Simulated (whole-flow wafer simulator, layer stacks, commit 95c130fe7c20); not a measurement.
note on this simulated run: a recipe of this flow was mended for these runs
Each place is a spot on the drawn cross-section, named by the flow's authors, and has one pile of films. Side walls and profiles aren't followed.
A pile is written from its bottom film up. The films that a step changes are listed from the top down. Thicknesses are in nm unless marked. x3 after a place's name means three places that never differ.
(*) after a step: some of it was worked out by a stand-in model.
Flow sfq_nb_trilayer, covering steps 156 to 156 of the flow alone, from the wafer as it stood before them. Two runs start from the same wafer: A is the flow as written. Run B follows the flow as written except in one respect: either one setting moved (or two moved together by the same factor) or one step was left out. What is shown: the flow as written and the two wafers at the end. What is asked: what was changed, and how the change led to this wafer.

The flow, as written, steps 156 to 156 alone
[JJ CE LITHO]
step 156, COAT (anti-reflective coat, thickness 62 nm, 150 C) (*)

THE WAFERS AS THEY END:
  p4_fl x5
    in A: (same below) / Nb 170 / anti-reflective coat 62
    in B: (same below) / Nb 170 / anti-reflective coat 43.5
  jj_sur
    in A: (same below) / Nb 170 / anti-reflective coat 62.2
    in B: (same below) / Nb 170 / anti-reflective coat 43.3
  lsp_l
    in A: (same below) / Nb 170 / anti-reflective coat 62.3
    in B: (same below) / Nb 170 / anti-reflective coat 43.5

What caused this: step 156, COAT: thickness 43.5 nm was run, while the flow as written has thickness 62 nm.
The wafer lets one read it off: p4_fl x5 has anti-reflective coat 43.5, and step 156 as written asks for 62 nm.

How this came from the change, step by step:
  step 156, COAT (anti-reflective coat, thickness 62 nm, 150 C) (*)
      p4_fl x5, p4_w1 x9, p3_s0 x42, wl_j_sl x15, wl_d_m1, l0r_line_l x3, m0r_space_l x2: A anti-reflective coat gains 62 (new film) | B anti-reflective coat gains 43.5 (new film)
      jj_sur, ce_l, c5j, ce_r, sp_r: A anti-reflective coat gains 62.2 (new film) | B anti-reflective coat gains 43.3 (new film)
      (and at 24 other places as well)
